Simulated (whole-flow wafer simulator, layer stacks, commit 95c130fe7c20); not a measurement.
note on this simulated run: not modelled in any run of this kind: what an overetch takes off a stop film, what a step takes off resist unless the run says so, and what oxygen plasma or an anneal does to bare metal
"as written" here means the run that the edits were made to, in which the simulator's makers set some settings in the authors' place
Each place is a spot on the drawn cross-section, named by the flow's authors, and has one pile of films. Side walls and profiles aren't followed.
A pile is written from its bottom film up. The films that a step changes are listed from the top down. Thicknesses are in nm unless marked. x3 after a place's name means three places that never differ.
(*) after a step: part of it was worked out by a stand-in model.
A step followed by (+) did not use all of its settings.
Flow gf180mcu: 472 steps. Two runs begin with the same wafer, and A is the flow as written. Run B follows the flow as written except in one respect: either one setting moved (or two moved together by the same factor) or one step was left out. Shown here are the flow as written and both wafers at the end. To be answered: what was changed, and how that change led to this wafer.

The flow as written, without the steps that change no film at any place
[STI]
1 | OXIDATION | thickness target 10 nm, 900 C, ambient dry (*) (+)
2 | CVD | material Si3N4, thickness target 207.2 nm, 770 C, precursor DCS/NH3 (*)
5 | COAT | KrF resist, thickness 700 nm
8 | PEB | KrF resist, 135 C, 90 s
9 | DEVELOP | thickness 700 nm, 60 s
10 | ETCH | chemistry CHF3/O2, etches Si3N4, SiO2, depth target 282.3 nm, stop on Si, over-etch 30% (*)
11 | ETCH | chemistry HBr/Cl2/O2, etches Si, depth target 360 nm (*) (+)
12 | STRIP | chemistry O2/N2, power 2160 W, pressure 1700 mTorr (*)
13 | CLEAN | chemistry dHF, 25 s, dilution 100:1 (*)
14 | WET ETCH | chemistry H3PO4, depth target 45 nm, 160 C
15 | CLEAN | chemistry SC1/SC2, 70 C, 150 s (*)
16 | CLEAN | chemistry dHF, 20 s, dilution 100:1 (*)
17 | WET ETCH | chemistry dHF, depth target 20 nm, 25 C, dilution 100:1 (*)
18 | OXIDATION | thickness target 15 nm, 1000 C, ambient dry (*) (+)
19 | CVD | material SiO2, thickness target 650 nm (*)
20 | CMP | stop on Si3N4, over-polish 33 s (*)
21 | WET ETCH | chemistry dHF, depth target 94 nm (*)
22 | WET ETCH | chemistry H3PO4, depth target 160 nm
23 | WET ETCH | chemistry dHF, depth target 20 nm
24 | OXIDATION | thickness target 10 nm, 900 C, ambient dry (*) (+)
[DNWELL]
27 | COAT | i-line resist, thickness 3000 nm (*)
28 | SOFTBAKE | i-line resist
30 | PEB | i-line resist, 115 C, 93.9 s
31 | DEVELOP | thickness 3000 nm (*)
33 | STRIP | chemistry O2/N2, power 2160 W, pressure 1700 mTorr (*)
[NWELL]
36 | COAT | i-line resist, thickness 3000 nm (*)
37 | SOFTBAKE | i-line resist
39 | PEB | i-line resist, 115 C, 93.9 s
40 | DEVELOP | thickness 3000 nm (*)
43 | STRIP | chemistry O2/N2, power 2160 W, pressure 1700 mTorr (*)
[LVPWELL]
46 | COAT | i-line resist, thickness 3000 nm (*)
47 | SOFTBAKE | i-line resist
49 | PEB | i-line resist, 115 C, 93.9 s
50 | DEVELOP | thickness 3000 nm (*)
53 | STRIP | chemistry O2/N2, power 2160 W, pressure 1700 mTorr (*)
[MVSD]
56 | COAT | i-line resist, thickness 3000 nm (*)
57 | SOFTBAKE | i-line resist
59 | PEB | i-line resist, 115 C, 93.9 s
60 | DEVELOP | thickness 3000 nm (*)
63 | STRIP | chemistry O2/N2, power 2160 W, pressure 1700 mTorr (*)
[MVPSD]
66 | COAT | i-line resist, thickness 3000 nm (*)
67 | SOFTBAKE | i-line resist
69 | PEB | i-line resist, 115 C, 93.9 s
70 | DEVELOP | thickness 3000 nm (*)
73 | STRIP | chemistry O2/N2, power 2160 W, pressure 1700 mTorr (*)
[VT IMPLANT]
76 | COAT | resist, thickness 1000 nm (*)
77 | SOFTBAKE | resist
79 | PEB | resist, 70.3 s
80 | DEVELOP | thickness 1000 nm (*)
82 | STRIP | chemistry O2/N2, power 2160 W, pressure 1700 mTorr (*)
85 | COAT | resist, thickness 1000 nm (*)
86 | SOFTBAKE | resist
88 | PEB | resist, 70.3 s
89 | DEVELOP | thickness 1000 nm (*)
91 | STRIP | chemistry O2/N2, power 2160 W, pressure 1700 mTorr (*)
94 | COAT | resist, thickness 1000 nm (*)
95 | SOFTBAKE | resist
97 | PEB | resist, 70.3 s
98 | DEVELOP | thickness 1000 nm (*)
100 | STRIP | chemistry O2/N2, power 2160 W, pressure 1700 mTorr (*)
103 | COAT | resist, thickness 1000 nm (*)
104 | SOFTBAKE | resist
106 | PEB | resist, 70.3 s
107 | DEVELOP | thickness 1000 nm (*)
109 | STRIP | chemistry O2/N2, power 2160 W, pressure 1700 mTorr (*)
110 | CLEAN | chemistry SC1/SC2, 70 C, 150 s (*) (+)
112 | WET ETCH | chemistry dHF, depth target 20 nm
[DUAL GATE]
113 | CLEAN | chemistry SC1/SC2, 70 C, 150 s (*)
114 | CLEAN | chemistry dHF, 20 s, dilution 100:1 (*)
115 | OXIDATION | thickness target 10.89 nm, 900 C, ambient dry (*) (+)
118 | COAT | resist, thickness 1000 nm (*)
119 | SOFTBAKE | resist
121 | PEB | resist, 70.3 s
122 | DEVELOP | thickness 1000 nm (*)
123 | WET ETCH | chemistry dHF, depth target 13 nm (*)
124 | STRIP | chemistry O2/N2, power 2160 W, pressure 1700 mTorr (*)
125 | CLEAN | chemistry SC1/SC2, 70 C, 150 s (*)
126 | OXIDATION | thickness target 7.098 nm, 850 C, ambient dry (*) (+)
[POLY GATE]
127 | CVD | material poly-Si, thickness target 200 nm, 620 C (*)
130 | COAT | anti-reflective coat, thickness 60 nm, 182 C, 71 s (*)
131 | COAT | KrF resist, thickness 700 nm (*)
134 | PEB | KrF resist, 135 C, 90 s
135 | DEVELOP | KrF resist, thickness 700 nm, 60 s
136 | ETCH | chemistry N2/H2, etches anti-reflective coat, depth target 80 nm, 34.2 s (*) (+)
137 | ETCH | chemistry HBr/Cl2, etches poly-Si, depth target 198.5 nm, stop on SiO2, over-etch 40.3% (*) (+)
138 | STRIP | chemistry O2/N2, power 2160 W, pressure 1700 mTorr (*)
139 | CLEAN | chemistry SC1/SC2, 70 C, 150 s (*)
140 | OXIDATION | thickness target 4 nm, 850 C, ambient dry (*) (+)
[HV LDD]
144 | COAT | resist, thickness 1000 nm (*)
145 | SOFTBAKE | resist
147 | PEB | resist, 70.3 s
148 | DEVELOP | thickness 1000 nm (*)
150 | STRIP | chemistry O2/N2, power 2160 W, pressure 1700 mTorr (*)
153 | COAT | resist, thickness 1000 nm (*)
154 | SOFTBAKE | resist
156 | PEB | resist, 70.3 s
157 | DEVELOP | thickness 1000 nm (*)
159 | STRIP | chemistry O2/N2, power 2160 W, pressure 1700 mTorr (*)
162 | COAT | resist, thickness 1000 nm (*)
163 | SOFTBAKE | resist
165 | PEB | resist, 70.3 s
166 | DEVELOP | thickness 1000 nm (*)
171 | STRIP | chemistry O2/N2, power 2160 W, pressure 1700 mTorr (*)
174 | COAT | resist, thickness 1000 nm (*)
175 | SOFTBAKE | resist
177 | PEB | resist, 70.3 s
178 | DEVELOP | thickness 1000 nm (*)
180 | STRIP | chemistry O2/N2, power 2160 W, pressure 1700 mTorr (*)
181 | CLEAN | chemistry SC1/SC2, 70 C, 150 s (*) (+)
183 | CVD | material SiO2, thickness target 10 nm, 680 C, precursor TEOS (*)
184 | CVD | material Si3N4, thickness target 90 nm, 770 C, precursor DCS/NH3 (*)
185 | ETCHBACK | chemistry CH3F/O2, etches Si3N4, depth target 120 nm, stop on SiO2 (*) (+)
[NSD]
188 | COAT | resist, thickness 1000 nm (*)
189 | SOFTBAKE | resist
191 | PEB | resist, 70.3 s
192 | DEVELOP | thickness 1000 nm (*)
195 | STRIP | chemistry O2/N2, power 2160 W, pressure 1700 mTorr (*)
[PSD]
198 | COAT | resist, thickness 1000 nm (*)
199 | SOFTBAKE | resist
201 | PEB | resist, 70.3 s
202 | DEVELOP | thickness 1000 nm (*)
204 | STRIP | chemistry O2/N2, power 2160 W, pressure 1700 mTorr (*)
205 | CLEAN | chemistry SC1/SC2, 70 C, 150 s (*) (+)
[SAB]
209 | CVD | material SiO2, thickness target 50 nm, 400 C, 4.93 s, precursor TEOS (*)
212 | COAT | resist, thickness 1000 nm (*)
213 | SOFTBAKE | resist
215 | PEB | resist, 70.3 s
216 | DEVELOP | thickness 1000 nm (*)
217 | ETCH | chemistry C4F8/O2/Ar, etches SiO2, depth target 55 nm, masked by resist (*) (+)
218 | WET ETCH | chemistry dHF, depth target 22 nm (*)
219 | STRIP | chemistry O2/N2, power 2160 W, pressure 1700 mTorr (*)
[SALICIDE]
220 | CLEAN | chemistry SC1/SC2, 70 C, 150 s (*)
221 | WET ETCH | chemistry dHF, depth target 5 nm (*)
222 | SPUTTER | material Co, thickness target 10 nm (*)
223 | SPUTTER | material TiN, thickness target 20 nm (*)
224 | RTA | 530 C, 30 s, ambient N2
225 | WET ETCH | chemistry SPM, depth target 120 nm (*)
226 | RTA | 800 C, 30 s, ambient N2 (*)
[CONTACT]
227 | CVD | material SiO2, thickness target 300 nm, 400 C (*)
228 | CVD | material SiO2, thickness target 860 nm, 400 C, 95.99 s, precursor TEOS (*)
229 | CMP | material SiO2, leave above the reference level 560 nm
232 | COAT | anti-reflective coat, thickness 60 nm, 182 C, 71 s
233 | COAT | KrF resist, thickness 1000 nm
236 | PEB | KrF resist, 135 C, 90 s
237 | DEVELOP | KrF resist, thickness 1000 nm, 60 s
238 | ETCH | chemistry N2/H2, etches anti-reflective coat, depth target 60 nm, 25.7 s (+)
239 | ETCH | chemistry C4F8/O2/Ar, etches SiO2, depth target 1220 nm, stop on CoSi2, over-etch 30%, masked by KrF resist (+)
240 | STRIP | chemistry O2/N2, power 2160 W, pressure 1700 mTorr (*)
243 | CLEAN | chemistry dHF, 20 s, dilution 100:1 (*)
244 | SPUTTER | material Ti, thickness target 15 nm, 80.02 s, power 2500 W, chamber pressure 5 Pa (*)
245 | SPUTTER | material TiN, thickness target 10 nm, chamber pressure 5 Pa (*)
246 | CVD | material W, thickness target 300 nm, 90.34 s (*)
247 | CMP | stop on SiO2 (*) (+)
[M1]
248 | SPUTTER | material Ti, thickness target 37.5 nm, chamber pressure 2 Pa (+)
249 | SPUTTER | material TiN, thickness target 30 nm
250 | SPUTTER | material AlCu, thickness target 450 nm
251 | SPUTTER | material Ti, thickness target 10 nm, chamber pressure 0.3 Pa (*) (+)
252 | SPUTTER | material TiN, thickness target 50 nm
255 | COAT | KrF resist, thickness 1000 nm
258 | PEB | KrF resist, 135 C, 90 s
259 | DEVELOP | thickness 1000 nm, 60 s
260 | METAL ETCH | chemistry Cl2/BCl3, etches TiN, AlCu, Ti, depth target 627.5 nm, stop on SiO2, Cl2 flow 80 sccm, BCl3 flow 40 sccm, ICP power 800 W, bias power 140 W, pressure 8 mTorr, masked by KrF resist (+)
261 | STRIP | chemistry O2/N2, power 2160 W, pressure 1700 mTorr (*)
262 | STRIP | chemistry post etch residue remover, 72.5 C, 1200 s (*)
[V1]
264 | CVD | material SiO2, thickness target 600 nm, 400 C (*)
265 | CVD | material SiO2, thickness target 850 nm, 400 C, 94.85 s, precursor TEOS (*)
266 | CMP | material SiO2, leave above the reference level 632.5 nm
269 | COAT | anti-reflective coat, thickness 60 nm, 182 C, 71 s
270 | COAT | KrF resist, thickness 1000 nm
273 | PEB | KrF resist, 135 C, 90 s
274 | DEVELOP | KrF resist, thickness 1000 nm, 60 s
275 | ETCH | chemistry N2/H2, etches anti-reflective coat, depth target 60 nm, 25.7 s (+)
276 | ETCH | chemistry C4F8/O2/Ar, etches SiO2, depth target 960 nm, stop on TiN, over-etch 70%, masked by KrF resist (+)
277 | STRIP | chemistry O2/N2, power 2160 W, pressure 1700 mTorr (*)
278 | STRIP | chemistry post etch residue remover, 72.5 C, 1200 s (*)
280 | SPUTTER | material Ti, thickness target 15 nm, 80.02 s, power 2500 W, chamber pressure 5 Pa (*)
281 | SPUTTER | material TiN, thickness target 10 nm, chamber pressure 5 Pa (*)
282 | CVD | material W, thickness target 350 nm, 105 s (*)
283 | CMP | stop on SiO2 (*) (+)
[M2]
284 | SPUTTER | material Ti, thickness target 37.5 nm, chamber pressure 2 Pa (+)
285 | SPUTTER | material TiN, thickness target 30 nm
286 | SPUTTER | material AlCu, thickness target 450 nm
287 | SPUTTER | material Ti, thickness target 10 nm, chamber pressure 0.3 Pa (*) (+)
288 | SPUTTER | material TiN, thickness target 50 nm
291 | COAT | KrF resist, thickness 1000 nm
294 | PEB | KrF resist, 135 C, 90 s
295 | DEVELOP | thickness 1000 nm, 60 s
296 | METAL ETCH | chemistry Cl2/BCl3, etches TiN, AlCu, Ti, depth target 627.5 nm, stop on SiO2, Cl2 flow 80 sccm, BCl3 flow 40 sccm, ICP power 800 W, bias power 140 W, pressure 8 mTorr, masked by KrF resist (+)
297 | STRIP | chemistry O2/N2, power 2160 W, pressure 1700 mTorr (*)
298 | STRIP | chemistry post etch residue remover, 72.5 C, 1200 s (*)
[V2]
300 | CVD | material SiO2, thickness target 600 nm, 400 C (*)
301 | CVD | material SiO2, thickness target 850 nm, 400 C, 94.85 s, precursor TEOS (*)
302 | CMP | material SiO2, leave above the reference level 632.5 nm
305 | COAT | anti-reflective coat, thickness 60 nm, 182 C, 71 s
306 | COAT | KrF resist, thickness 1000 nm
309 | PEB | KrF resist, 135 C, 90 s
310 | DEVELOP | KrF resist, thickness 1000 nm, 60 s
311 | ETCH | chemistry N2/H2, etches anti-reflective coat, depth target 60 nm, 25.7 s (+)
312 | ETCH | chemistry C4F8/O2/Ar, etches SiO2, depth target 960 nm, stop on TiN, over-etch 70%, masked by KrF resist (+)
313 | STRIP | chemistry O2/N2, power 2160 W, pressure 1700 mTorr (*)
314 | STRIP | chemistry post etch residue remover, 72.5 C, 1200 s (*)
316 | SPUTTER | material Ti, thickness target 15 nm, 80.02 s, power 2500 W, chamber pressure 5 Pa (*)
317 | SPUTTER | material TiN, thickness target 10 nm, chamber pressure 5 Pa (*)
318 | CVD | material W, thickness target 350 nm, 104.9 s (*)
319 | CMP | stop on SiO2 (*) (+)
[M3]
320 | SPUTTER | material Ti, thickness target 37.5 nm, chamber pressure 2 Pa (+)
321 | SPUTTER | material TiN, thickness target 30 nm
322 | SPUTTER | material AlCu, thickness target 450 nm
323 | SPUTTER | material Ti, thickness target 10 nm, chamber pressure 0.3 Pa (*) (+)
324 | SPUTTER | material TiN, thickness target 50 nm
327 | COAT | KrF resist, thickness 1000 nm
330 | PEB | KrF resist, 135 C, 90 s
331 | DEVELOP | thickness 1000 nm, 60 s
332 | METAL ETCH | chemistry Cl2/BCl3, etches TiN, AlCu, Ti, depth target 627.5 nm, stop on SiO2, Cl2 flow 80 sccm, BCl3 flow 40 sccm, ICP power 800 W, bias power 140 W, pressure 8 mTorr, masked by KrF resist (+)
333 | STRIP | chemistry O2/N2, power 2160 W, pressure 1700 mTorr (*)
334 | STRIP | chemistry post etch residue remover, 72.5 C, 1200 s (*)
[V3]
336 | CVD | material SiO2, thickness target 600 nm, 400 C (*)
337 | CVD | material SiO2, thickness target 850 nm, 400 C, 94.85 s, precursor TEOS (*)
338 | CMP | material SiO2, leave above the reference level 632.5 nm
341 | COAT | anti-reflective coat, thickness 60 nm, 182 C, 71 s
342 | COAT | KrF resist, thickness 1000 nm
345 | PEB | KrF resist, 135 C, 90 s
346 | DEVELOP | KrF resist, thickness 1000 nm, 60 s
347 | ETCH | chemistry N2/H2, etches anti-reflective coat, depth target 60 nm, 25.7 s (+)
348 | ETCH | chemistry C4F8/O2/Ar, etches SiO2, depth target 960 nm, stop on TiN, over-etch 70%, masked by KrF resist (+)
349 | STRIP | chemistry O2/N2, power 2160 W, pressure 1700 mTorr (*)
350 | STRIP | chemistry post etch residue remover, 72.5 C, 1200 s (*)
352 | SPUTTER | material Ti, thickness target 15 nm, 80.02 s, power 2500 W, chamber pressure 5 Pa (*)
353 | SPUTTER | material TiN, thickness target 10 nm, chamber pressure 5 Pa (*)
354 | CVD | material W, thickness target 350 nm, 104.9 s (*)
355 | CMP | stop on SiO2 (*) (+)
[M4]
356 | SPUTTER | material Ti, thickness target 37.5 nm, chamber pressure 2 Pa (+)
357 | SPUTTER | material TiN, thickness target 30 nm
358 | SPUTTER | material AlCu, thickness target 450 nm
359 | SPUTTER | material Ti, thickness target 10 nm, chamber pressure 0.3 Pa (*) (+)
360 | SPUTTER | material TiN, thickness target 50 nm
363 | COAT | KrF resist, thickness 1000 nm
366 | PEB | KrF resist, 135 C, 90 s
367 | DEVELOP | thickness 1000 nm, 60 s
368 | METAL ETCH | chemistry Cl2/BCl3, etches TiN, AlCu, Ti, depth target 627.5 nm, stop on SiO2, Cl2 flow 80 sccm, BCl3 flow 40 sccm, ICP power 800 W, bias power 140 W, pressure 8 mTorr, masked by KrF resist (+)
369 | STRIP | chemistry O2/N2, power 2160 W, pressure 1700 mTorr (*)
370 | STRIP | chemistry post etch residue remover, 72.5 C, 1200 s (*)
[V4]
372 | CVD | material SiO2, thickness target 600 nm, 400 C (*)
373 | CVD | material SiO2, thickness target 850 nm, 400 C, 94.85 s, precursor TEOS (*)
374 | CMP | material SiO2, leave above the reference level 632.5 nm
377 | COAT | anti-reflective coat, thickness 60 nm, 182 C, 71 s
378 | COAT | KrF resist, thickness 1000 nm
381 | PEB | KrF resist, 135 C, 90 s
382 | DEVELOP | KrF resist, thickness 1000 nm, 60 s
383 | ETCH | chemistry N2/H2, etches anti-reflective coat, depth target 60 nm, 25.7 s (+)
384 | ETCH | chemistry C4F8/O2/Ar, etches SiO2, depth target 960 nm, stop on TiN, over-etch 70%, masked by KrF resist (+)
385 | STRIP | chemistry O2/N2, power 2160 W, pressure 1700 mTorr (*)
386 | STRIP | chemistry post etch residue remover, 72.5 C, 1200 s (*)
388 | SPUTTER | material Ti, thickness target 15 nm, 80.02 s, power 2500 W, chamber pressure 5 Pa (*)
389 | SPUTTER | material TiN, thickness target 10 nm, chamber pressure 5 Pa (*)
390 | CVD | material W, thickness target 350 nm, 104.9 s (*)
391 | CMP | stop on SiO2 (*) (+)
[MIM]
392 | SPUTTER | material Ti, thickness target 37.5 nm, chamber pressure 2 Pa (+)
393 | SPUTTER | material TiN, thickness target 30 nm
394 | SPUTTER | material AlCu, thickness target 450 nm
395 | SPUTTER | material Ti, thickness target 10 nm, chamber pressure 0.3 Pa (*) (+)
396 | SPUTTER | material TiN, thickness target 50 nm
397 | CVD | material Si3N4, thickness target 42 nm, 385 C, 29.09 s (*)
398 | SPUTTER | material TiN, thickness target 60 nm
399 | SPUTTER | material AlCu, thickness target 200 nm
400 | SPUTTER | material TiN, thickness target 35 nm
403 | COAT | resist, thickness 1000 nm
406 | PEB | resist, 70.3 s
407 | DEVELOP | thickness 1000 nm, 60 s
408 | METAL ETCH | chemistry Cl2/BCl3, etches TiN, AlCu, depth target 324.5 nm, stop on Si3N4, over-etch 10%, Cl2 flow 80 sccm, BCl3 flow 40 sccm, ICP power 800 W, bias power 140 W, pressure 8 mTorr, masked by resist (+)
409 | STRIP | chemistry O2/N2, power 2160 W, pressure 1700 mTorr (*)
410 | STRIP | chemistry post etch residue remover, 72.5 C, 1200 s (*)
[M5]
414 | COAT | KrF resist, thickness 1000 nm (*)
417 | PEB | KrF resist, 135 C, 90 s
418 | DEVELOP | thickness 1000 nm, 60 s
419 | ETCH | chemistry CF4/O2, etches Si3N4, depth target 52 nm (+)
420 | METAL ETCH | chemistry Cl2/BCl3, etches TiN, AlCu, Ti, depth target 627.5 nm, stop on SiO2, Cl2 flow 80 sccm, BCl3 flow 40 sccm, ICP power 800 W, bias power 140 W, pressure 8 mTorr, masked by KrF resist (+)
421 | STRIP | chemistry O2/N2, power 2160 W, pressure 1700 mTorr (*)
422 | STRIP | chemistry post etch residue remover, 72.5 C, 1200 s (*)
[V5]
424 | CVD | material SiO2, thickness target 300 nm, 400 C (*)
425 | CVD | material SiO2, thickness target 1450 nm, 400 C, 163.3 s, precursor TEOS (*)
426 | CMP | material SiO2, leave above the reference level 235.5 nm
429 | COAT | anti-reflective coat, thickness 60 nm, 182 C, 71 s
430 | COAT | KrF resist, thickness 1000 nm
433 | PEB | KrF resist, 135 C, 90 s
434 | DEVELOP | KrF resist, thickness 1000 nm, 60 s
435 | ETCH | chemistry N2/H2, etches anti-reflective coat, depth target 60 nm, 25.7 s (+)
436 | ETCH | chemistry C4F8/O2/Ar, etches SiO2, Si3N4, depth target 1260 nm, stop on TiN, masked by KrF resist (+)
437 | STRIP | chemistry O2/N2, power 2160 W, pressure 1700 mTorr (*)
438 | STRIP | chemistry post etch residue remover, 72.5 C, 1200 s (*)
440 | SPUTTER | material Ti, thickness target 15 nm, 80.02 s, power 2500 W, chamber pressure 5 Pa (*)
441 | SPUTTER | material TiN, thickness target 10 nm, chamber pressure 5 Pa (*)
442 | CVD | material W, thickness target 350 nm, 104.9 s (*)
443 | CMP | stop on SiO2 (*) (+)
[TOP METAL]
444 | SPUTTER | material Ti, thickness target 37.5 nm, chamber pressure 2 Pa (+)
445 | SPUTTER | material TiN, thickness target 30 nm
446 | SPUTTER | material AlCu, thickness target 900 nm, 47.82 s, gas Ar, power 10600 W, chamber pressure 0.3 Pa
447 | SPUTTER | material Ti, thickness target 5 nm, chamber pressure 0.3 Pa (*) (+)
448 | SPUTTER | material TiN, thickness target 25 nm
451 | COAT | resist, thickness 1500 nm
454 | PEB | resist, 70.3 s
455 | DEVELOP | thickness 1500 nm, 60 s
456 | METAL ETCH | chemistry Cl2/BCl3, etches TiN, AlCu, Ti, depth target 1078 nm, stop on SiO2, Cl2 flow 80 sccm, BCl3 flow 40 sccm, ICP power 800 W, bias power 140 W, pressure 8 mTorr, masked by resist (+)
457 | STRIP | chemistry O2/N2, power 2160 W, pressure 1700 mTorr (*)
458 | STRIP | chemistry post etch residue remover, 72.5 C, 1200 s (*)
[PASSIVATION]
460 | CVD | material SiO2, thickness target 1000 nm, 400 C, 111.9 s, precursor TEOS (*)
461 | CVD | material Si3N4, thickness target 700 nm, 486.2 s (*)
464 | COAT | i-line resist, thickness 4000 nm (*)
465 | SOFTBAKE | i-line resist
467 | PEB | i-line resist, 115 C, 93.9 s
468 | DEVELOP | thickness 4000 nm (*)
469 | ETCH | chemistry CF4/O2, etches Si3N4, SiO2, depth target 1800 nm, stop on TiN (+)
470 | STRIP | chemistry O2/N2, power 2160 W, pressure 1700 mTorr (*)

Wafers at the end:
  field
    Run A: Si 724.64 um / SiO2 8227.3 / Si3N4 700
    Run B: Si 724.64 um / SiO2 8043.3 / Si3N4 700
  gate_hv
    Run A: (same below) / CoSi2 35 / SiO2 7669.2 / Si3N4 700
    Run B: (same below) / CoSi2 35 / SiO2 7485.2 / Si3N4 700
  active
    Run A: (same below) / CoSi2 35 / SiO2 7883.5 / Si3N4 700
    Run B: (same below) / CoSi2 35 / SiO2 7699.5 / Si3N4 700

The reason: step 322, SPUTTER: thickness target 266 nm was run, while the flow as written has thickness target 450 nm.

The path from the change to this, step by step:
  322 | SPUTTER | material AlCu, thickness target 450 nm
      field, field__w1, field__w2 and 108 more: A +450 AlCu (new film) | B +266 AlCu (new film)
  332 | METAL ETCH | chemistry Cl2/BCl3, etches TiN, AlCu, Ti, depth target 627.5 nm, stop on SiO2, Cl2 flow 80 sccm, BCl3 flow 40 sccm, ICP power 800 W, bias power 140 W, pressure 8 mTorr, masked by KrF resist (+)
      field, field__w1, field__w2 and 103 more: A -50 TiN (all of it), -10 Ti (all of it), -450 AlCu (all of it), -30 TiN (all of it), -37.5 Ti (all of it) | B -50 TiN (all of it), -10 Ti (all of it), -266 AlCu (all of it), -30 TiN (all of it), -37.5 Ti (all of it)
      field__w8, contact, m1, m1__w1, m1_nw: A -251 KrF resist | B -236.1 KrF resist
  333 | STRIP | chemistry O2/N2, power 2160 W, pressure 1700 mTorr (*)
      field__w8, contact, m1, m1__w1, m1_nw: A -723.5 KrF resist (all of it) | B -738.4 KrF resist (all of it)
  338 | CMP | material SiO2, leave above the reference level 632.5 nm
      field, field__w1, field__w2 and 103 more: A -300 SiO2 | B -484 SiO2
